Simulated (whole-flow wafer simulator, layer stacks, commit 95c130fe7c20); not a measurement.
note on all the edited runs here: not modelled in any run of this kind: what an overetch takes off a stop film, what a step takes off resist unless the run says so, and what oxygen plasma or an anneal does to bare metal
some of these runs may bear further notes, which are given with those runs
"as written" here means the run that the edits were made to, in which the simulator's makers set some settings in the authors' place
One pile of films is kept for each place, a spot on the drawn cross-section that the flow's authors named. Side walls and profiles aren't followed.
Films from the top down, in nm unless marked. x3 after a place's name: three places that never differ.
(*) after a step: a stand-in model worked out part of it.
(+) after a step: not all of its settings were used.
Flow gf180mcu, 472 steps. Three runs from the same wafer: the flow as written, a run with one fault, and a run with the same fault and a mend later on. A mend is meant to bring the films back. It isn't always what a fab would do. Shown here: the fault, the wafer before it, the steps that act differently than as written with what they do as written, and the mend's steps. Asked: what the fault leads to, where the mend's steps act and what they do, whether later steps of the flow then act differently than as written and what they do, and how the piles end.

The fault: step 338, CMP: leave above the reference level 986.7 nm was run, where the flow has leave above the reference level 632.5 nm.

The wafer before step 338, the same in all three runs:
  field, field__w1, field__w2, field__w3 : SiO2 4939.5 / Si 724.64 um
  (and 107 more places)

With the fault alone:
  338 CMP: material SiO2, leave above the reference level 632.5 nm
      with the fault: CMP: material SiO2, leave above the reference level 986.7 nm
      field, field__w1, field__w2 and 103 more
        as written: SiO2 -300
        with the fault: nothing
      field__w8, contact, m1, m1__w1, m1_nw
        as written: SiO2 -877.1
        with the fault: SiO2 -522.9
  Later steps of the flow that act differently than as written (6 more steps differ only slightly, by at most 2% or 0.5 nm, whichever is larger, and aren't shown):
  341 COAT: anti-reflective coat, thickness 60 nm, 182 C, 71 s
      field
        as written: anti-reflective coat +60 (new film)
        with the fault: anti-reflective coat +81.7 (new film)
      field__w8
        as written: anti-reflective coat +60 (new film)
        with the fault: anti-reflective coat +30.4 (new film)
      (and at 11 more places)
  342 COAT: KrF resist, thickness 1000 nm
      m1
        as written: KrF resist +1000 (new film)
        with the fault: KrF resist +979.3 (new film)
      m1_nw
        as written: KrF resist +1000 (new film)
        with the fault: KrF resist +977.5 (new film)
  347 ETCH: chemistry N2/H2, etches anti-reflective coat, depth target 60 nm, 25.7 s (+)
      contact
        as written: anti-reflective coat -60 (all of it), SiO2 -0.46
        with the fault: anti-reflective coat -33.2 (all of it), SiO2 -1.15
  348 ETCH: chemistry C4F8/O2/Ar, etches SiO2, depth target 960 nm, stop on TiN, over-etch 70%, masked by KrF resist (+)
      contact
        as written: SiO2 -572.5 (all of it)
        with the fault: SiO2 -926 (all of it)
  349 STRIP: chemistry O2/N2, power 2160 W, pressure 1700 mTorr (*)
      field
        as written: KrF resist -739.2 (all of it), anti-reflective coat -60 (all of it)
        with the fault: KrF resist -728.9 (all of it), anti-reflective coat -81.7 (all of it)
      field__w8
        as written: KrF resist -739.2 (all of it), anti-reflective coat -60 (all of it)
        with the fault: KrF resist -733.5 (all of it), anti-reflective coat -30.4 (all of it)
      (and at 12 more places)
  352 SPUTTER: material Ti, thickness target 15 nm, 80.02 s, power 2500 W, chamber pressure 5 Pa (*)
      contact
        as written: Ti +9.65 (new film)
        with the fault: Ti +8.11 (new film)
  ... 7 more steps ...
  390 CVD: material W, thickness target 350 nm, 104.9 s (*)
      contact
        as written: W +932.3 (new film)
        with the fault: W +984.7 (new film)
  At the end the piles differ from the flow's by more than 2% or 0.5 nm, whichever is larger, at field, field__w1, field__w2 and 109 more.
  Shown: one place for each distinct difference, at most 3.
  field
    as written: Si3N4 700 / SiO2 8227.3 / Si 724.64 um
    with the fault: Si3N4 700 / SiO2 8579.4 / Si 724.64 um
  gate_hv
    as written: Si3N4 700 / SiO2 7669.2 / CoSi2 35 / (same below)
    with the fault: Si3N4 700 / SiO2 8021.3 / CoSi2 35 / (same below)
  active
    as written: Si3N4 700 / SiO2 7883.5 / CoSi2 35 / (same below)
    with the fault: Si3N4 700 / SiO2 8235.7 / CoSi2 35 / (same below)

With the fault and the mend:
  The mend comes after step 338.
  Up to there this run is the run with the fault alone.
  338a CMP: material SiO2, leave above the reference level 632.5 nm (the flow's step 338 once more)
      field, field__w1, field__w2 and 103 more
        SiO2 -300
      field__w8, contact, m1, m1__w1, m1_nw
        SiO2 -354.2
  No later step of the flow acts differently than as written at any place that is followed.
  At the end the piles are the same as the flow's at every place that both follow.
